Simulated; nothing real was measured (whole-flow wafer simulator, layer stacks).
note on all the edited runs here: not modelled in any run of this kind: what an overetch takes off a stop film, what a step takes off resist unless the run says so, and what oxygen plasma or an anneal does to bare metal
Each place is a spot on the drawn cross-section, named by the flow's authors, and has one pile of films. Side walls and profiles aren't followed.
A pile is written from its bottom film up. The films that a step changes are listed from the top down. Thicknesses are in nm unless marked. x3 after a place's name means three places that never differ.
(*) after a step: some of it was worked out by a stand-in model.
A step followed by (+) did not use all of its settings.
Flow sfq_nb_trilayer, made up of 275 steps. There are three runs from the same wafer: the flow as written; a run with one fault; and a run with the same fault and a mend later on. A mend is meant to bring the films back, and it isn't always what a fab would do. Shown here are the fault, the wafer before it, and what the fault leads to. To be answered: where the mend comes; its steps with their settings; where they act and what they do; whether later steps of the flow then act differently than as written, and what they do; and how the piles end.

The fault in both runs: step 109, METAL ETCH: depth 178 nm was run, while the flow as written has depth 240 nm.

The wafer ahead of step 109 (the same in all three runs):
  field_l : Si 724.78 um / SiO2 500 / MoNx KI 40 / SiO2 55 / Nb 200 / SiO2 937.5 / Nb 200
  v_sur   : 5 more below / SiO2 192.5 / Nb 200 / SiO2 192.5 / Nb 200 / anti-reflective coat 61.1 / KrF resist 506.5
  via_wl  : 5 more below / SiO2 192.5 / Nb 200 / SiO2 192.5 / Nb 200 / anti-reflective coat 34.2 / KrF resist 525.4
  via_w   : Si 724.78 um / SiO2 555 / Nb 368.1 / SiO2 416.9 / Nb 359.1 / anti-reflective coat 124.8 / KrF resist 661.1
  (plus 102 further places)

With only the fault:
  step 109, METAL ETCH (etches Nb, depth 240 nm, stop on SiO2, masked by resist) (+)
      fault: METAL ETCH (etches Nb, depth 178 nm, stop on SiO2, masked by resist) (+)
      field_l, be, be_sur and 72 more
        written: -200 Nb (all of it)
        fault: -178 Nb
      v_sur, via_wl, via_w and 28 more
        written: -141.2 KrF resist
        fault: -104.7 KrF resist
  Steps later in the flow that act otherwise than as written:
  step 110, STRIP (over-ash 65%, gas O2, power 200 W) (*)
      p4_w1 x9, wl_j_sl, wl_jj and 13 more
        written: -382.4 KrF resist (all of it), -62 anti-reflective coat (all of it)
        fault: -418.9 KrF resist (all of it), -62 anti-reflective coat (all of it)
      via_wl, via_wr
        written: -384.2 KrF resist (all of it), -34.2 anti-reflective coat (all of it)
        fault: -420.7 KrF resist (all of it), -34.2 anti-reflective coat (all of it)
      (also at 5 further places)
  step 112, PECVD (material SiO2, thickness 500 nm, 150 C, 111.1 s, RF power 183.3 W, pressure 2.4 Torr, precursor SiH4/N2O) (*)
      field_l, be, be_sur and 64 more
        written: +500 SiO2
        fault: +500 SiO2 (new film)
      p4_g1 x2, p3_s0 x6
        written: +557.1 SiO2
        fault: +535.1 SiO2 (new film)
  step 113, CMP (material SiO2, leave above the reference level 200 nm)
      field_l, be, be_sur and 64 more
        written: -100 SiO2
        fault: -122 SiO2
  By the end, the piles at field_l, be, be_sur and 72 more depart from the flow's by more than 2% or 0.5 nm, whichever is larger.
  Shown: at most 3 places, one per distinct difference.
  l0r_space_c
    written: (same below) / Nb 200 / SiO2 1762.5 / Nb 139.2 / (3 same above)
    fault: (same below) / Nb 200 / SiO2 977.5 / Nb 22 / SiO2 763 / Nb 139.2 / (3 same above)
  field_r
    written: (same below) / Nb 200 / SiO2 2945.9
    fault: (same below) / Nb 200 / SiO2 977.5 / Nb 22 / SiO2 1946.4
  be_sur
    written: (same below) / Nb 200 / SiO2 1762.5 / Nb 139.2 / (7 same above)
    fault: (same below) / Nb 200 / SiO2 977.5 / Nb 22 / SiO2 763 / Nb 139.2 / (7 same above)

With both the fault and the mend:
  The mend follows step 109.
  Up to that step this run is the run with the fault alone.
  step 109a, METAL ETCH (etches Nb, depth 62 nm, stop on SiO2, masked by resist) (+) (a further turn of the flow's step 109, with different settings)
      field_l, be, be_sur and 72 more
        -22 Nb (all of it)
      v_sur, via_wl, via_w and 28 more
        -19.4 KrF resist
  Steps later in the flow that act otherwise than as written:
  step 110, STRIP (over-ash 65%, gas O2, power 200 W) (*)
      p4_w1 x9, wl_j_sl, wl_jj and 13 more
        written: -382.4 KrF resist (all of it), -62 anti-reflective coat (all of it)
        mend: -399.4 KrF resist (all of it), -62 anti-reflective coat (all of it)
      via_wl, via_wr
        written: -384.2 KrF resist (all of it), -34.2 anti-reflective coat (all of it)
        mend: -401.3 KrF resist (all of it), -34.2 anti-reflective coat (all of it)
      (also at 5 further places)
  By the end, the piles equal the flow's at every place that both follow.
